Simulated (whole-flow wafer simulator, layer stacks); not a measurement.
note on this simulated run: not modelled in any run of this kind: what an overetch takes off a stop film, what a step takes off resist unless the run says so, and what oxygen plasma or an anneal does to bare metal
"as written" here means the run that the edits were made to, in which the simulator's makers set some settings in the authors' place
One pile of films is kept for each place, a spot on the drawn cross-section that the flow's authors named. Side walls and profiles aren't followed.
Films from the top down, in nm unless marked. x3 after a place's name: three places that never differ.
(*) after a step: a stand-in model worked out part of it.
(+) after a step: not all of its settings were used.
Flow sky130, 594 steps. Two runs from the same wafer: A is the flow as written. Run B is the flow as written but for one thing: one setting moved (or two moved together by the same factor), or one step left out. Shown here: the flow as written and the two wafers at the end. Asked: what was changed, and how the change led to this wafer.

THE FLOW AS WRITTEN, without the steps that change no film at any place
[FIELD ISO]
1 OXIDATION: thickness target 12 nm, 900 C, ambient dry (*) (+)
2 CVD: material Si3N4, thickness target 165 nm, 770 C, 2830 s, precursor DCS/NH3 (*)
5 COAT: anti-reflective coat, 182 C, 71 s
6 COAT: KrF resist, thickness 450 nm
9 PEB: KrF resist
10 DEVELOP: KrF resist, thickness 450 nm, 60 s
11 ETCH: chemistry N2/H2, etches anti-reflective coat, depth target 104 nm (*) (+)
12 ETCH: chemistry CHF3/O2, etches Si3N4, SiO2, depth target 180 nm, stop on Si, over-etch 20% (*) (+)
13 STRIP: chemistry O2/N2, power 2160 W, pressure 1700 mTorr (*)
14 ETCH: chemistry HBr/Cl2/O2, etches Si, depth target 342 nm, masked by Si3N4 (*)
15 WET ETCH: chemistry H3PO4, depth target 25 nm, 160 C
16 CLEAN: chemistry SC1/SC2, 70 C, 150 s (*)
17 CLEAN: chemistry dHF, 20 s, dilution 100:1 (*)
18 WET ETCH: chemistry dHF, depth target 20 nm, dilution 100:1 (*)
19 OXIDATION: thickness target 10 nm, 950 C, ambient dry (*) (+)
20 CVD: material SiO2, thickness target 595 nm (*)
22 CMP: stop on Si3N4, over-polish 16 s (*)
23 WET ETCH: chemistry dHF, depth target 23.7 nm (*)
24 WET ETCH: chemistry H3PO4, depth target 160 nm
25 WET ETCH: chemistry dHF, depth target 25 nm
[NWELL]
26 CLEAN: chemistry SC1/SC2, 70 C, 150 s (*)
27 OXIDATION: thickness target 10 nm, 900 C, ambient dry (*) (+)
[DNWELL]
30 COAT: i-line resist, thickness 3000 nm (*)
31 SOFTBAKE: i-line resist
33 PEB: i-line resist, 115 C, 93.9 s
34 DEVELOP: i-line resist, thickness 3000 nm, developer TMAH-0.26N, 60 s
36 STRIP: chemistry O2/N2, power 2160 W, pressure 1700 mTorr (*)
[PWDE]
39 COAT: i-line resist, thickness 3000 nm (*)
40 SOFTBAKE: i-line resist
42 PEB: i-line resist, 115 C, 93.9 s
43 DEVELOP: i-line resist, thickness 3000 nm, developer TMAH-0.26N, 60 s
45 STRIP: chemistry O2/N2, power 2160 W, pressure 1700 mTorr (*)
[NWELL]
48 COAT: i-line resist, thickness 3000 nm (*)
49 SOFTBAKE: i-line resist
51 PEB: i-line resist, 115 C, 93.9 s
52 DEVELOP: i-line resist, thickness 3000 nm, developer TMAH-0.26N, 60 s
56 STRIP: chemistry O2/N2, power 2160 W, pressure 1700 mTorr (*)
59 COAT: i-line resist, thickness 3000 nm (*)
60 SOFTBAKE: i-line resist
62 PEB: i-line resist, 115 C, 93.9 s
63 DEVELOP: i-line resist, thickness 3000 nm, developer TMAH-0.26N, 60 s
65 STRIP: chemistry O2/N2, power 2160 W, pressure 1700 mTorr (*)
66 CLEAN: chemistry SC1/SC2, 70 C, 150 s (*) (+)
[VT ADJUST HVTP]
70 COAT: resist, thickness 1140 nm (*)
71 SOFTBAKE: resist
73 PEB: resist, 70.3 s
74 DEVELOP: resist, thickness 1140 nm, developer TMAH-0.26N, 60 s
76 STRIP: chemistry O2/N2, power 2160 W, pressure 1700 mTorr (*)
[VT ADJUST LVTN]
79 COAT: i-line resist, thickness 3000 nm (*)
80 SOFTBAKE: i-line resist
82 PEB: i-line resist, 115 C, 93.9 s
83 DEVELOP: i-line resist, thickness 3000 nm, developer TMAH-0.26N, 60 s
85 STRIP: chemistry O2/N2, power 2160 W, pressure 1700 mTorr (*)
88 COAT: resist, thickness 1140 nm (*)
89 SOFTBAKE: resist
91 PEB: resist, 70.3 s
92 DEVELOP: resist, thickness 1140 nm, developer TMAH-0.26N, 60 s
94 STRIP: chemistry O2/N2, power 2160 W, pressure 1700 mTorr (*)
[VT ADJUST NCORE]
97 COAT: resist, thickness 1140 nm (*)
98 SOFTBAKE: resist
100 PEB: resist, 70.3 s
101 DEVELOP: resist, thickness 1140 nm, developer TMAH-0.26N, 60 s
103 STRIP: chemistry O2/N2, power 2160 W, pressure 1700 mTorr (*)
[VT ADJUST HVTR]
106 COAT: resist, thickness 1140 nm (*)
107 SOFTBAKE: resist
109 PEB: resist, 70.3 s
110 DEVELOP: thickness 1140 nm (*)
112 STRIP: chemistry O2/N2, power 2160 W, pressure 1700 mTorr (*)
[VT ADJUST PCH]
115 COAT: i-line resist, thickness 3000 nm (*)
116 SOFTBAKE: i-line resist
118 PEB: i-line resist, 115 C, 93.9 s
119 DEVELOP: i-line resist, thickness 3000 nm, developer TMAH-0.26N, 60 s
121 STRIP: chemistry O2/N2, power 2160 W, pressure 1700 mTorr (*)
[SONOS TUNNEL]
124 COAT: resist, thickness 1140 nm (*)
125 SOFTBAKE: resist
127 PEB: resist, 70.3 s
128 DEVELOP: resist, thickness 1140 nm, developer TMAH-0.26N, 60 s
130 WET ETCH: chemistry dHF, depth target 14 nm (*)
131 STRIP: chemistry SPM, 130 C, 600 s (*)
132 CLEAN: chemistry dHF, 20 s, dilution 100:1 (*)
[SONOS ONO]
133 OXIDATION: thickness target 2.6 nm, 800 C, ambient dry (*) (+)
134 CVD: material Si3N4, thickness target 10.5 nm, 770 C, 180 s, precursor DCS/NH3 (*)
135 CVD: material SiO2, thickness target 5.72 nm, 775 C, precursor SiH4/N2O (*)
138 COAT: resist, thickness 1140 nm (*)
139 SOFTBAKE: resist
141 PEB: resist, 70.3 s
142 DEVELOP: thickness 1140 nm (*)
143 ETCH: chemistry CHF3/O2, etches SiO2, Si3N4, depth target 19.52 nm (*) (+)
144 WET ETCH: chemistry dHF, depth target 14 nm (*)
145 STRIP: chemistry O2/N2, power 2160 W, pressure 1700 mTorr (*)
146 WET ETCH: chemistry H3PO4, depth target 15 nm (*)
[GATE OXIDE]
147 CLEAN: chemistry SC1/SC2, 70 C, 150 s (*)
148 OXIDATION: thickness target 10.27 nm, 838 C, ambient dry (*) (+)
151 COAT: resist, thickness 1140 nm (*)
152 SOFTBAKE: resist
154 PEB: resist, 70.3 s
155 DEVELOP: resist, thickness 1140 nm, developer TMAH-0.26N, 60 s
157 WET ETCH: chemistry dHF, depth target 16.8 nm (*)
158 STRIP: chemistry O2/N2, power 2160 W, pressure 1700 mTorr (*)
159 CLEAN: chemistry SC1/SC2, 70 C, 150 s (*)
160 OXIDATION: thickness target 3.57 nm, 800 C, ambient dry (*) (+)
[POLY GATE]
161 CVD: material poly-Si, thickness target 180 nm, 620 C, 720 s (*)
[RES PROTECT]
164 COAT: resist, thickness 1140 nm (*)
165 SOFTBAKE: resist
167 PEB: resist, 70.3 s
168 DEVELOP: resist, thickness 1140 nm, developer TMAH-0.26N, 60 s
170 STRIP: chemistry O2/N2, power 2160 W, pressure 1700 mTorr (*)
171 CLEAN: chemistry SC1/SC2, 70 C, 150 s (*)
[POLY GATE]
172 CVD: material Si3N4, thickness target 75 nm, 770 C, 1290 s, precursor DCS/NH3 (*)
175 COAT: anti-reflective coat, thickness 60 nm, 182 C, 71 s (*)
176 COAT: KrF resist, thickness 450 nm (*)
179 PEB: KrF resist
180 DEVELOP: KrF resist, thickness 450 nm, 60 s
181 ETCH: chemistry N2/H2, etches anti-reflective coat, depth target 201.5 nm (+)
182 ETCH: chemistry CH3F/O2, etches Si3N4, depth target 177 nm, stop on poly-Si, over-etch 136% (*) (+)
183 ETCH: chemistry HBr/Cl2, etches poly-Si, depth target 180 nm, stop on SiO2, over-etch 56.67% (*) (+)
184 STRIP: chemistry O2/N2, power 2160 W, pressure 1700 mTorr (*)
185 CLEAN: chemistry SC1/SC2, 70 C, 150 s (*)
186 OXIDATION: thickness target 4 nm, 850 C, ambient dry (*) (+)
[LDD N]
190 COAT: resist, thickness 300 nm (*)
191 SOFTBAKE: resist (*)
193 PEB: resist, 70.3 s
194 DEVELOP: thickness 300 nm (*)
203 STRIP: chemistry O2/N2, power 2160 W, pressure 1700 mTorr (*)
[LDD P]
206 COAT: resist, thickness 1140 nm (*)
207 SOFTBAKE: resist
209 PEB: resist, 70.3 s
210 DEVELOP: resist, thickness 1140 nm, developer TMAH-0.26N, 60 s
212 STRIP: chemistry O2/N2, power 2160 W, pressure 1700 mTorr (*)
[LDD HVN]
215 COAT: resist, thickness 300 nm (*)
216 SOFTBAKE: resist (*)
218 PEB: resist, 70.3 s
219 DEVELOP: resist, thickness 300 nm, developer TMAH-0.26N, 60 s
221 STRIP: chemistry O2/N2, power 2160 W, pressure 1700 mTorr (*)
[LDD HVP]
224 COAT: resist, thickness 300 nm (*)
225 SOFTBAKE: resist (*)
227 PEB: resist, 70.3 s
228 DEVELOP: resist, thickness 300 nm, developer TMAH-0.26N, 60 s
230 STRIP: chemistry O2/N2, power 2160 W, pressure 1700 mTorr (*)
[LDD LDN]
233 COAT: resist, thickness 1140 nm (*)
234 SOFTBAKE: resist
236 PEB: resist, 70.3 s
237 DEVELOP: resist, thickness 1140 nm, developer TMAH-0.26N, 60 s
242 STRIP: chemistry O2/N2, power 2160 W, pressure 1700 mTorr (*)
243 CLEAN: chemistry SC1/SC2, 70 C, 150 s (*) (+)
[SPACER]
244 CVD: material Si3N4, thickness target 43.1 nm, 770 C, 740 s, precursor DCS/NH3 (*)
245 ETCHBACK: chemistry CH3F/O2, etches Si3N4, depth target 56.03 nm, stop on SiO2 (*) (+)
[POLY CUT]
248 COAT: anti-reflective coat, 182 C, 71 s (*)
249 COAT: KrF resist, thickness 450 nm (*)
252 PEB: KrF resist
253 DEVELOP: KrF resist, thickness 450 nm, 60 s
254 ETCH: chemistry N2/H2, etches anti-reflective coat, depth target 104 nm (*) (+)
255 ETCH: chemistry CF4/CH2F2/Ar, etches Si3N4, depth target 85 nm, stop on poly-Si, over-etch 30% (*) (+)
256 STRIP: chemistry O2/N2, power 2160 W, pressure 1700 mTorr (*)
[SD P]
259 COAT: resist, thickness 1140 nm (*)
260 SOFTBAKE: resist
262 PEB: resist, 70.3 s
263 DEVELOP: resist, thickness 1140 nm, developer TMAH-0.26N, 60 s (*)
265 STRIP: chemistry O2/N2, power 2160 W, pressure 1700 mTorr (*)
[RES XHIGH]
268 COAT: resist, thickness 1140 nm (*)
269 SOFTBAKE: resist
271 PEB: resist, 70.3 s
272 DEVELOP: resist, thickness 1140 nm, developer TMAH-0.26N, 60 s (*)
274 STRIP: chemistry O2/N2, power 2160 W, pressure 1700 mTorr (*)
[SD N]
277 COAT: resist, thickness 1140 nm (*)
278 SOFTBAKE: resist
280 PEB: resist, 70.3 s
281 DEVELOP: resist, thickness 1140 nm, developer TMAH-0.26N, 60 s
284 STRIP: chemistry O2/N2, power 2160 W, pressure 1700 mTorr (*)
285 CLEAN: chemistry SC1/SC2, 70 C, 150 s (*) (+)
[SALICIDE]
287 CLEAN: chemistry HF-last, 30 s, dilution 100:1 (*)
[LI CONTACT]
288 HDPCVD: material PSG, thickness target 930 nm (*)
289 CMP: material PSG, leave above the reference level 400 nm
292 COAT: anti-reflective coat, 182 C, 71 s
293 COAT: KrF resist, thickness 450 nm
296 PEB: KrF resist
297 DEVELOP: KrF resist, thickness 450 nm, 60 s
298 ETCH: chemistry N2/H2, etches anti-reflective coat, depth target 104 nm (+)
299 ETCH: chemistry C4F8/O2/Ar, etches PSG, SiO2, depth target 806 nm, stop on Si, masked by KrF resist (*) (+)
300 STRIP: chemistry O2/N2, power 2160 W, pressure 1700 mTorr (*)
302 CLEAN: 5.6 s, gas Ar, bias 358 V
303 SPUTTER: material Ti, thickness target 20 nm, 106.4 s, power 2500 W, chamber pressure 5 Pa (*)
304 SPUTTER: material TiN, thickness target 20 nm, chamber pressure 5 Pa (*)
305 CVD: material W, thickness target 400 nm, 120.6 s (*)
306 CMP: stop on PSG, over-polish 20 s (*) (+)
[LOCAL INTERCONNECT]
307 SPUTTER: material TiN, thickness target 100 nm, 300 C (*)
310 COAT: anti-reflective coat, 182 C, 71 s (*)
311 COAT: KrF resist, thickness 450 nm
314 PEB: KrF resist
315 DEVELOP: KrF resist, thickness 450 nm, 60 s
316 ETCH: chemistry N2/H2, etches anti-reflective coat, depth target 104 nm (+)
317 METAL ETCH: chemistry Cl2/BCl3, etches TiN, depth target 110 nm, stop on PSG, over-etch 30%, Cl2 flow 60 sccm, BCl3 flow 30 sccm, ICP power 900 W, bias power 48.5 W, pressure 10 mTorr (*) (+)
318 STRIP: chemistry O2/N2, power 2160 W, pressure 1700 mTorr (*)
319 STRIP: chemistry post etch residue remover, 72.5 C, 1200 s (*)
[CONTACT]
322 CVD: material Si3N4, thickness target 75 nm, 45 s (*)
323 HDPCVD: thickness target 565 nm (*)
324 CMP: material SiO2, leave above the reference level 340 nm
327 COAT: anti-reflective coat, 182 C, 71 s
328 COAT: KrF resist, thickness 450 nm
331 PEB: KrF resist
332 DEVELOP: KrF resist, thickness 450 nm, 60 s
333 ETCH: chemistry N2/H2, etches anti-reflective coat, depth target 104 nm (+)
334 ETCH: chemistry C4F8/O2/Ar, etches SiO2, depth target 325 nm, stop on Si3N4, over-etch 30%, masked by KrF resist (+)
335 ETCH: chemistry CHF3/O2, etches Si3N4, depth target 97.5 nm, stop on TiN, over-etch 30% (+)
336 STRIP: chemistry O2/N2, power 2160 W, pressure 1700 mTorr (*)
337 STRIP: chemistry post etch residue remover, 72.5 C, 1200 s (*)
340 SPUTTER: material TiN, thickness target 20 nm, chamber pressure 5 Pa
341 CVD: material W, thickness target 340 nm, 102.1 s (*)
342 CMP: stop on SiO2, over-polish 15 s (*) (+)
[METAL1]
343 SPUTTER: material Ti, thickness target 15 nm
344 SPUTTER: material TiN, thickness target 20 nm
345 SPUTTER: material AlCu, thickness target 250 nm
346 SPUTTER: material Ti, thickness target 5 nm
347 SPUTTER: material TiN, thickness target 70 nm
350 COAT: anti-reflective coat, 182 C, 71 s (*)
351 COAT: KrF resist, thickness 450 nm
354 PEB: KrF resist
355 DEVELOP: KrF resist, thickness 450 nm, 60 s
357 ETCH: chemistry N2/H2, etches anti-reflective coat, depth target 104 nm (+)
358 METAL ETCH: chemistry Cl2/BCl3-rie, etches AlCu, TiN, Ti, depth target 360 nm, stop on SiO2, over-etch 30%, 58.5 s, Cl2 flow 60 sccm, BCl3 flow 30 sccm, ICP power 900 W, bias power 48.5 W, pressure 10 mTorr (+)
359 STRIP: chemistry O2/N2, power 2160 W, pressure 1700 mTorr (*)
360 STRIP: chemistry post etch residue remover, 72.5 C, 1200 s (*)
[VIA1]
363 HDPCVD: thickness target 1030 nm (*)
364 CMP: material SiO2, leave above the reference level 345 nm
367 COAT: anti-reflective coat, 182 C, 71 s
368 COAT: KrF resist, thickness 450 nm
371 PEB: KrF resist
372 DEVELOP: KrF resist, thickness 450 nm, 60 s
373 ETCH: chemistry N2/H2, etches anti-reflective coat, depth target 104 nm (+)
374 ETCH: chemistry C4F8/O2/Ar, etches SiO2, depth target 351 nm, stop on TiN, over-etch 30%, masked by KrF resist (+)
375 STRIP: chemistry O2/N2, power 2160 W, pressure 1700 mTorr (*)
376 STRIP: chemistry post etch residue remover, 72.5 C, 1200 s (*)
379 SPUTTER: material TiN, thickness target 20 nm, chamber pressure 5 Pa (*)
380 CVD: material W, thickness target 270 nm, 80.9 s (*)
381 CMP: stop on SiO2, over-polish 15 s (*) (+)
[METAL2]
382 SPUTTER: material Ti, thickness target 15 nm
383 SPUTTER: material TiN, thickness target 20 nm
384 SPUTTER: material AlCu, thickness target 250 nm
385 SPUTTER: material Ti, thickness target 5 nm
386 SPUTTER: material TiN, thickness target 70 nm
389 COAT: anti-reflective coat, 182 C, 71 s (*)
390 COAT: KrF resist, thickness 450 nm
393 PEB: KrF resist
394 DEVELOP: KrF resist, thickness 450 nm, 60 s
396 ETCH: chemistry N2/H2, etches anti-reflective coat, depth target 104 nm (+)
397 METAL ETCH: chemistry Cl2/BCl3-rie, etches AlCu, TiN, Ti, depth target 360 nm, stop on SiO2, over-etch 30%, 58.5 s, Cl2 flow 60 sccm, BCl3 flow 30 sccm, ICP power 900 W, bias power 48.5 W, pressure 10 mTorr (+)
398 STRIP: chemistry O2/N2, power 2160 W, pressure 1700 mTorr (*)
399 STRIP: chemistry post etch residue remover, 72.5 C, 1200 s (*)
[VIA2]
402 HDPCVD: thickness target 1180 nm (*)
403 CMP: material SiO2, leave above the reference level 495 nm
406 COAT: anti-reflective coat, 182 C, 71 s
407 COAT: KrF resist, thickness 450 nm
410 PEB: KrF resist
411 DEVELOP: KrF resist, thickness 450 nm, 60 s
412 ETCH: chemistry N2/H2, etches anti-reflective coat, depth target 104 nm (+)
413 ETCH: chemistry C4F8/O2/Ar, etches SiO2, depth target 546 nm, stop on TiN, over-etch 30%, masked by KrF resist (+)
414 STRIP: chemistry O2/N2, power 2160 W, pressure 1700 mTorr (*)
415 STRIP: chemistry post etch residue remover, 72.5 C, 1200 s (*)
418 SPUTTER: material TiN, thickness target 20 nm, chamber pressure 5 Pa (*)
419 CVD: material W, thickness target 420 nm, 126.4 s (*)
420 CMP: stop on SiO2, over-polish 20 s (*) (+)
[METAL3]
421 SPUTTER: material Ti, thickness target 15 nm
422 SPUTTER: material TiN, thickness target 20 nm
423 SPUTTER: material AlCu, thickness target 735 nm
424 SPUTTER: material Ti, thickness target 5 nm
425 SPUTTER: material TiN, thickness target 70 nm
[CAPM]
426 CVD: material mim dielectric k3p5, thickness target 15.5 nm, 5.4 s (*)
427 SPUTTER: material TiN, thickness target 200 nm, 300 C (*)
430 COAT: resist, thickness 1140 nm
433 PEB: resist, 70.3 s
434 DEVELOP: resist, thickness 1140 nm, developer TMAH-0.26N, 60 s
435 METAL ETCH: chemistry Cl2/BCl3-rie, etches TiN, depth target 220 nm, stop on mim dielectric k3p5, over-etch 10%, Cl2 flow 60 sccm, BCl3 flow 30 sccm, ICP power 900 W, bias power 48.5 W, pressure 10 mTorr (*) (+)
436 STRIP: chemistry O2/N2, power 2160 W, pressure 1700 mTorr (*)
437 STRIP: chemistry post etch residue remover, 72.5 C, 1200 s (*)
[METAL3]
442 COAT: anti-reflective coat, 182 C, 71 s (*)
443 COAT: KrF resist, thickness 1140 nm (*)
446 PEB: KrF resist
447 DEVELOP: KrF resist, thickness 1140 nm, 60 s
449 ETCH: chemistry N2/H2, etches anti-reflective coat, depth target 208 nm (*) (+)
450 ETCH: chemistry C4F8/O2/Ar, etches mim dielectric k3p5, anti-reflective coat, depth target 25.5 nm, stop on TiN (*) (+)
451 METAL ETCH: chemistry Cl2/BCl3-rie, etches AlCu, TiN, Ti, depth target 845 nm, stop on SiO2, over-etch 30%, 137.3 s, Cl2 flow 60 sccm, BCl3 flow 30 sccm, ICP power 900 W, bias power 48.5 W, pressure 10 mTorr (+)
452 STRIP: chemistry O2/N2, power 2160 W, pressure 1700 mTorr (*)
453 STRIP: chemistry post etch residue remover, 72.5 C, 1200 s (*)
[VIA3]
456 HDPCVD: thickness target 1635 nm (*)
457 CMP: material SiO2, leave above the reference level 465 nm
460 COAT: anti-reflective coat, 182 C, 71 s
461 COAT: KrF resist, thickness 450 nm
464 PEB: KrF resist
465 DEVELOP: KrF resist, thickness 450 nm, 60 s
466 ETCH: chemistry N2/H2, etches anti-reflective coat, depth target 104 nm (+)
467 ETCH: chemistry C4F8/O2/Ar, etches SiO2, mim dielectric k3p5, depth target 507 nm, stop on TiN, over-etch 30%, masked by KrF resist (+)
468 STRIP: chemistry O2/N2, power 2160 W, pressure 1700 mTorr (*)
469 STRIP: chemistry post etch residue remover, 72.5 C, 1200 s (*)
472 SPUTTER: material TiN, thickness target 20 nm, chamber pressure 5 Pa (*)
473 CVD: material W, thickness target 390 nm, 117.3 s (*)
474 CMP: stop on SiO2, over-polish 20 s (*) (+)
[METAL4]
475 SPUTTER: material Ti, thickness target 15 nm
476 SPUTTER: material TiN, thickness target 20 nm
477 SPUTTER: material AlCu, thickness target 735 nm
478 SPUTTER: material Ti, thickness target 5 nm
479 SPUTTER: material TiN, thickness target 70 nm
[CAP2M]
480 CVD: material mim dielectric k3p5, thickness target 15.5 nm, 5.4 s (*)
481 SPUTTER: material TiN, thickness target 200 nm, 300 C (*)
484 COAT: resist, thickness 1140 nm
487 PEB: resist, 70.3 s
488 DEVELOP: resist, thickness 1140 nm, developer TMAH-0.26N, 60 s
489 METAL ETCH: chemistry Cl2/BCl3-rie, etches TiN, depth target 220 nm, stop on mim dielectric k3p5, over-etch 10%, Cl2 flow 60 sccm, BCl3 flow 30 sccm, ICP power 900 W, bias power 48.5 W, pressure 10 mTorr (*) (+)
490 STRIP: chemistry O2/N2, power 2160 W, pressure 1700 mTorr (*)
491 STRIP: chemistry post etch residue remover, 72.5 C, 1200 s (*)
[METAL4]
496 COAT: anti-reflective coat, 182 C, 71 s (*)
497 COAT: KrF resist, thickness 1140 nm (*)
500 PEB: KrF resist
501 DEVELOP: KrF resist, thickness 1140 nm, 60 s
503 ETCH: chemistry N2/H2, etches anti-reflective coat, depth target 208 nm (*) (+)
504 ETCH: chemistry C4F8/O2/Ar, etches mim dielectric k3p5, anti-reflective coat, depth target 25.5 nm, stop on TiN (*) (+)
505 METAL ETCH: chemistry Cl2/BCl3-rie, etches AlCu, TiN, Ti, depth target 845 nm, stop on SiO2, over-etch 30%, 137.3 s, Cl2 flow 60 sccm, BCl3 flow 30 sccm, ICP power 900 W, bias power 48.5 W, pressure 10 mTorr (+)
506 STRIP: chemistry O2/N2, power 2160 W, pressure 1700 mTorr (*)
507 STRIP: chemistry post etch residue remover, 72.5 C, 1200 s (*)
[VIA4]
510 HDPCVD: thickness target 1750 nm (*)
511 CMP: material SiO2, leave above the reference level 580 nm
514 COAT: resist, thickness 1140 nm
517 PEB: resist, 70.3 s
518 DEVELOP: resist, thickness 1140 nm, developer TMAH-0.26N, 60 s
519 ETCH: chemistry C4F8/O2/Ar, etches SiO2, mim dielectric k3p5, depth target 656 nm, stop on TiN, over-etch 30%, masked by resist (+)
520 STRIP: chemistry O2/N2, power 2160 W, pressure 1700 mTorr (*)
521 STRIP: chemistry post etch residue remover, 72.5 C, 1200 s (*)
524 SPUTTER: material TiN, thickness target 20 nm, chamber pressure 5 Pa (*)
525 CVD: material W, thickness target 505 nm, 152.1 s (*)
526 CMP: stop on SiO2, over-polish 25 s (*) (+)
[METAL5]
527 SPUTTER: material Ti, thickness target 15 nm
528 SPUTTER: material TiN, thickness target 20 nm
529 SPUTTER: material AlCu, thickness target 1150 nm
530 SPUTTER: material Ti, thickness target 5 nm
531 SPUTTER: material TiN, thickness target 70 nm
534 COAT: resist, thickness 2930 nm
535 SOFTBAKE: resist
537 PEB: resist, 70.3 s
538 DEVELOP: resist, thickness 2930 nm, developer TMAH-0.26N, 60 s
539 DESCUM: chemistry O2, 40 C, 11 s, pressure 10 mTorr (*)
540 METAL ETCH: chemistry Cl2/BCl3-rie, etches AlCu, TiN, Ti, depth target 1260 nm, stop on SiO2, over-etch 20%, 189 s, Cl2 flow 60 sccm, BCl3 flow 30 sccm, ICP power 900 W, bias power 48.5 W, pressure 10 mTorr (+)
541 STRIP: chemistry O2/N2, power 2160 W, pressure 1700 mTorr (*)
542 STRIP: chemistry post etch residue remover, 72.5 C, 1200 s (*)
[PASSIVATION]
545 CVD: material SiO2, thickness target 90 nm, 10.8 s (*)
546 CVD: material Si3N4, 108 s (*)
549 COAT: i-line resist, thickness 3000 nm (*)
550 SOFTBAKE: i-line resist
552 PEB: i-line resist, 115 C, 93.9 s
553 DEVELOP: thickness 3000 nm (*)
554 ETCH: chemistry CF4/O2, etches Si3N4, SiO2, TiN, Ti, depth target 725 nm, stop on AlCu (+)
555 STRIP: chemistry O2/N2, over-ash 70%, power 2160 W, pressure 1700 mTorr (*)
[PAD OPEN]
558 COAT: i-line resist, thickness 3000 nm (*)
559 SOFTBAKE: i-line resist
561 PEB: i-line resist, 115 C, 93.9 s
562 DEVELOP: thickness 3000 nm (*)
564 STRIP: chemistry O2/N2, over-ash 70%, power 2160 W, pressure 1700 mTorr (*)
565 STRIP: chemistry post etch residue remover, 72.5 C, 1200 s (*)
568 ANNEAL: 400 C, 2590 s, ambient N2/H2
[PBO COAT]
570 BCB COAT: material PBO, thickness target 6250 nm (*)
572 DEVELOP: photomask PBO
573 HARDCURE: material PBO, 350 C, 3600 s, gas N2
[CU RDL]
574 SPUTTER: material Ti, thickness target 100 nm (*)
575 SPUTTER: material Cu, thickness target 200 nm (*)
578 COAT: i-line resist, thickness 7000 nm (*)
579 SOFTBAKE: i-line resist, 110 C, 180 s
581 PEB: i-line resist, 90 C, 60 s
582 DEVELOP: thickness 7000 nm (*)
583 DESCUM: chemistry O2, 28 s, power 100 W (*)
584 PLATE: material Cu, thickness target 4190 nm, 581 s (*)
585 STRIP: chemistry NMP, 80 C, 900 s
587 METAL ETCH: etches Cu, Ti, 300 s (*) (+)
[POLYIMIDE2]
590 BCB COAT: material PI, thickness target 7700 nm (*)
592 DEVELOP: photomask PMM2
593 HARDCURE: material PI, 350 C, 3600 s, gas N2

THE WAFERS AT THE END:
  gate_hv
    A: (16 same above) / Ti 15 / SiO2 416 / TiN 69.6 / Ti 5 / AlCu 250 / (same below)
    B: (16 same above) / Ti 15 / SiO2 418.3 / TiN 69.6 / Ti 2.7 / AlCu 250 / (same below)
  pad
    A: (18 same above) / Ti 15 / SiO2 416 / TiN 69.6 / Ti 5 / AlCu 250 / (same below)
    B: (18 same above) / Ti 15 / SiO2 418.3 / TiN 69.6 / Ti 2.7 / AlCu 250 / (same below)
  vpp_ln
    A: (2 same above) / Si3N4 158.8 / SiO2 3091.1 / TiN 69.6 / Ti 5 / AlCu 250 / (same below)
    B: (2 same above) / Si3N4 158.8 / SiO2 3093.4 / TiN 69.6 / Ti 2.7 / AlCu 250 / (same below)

The cause: step 385, SPUTTER: thickness target 2.7 nm was run, where the flow has thickness target 5 nm.
It can be read off the wafer: gate_hv has Ti 2.7, and step 385 as written asks for 5 nm.

How the change led to this, step by step:
  385 SPUTTER: material Ti, thickness target 5 nm
      field, active, n_well and 188 more: A Ti +5 (new film) | B Ti +2.7 (new film)
  397 METAL ETCH: chemistry Cl2/BCl3-rie, etches AlCu, TiN, Ti, depth target 360 nm, stop on SiO2, over-etch 30%, 58.5 s, Cl2 flow 60 sccm, BCl3 flow 30 sccm, ICP power 900 W, bias power 48.5 W, pressure 10 mTorr (+)
      field, active, gate and 82 more: A TiN -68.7 (all of it), Ti -5 (all of it), AlCu -250 (all of it), TiN -20 (all of it), Ti -15 (all of it), SiO2 -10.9 | B TiN -68.7 (all of it), Ti -2.7 (all of it), AlCu -250 (all of it), TiN -20 (all of it), Ti -15 (all of it), SiO2 -11.2
